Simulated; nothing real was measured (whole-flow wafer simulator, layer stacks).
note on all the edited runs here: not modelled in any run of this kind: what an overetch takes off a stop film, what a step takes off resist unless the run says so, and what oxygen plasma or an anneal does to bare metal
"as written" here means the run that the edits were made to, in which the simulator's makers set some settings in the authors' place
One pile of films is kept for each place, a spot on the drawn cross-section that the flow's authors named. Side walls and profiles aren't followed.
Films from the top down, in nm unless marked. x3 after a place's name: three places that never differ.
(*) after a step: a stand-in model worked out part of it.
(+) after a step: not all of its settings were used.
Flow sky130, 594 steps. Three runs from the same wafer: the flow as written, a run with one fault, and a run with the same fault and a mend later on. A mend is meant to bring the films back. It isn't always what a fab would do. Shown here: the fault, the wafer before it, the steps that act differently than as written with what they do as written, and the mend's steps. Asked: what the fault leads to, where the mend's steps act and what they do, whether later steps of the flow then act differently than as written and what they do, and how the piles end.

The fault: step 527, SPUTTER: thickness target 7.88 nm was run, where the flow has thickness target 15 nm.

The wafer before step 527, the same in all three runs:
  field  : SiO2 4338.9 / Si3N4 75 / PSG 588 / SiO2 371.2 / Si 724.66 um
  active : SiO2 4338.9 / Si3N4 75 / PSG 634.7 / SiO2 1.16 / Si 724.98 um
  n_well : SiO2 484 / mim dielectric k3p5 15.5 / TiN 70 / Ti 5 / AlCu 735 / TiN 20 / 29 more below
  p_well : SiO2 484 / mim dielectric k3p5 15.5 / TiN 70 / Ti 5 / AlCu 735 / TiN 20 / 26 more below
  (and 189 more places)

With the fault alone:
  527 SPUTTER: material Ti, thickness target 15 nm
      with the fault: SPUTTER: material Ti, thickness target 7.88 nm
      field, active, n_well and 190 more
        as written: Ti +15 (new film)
        with the fault: Ti +7.88 (new film)
  Later steps of the flow that act differently than as written (19 more steps differ only slightly, by at most 2% or 0.5 nm, whichever is larger, and aren't shown):
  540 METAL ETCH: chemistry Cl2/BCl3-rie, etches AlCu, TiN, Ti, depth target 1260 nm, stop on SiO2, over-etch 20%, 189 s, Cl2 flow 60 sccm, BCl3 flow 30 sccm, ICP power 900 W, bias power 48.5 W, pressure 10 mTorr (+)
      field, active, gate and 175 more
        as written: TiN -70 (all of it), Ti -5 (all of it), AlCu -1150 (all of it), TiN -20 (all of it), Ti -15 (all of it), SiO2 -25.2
        with the fault: TiN -70 (all of it), Ti -5 (all of it), AlCu -1150 (all of it), TiN -20 (all of it), Ti -7.88 (all of it), SiO2 -25.9
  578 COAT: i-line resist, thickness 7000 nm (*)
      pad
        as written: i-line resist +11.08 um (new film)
        with the fault: i-line resist +11.09 um (new film)
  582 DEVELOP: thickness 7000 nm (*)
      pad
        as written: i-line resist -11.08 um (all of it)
        with the fault: i-line resist -11.09 um (all of it)
  At the end the piles differ from the flow's by more than 2% or 0.5 nm, whichever is larger, at n_well, p_well, sd_n and 12 more.
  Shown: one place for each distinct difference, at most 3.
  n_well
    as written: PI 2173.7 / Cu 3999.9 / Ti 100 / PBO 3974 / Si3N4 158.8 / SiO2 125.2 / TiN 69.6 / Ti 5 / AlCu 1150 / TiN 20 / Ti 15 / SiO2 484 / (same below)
    with the fault: PI 2174.5 / Cu 3999.9 / Ti 100 / PBO 3979.1 / Si3N4 158.8 / SiO2 125.2 / TiN 69.6 / Ti 5 / AlCu 1150 / TiN 20 / Ti 7.88 / SiO2 484 / (same below)
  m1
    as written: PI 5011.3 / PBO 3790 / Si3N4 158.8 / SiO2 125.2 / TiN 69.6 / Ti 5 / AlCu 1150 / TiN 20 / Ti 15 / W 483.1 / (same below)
    with the fault: PI 5011.6 / PBO 3795.9 / Si3N4 158.8 / SiO2 125.2 / TiN 69.6 / Ti 5 / AlCu 1150 / TiN 20 / Ti 7.88 / W 483.1 / (same below)
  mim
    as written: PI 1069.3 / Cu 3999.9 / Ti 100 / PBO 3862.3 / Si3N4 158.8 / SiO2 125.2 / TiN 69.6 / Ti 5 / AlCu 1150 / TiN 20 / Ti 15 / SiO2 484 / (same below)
    with the fault: PI 1070 / Cu 3999.9 / Ti 100 / PBO 3867.8 / Si3N4 158.8 / SiO2 125.2 / TiN 69.6 / Ti 5 / AlCu 1150 / TiN 20 / Ti 7.88 / SiO2 484 / (same below)

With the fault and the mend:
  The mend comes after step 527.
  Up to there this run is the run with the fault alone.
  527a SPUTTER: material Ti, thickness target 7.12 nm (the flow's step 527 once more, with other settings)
      field, active, n_well and 190 more
        Ti +7.12
  No later step of the flow acts differently than as written at any place that is followed.
  At the end the piles are the same as the flow's at every place that both follow.
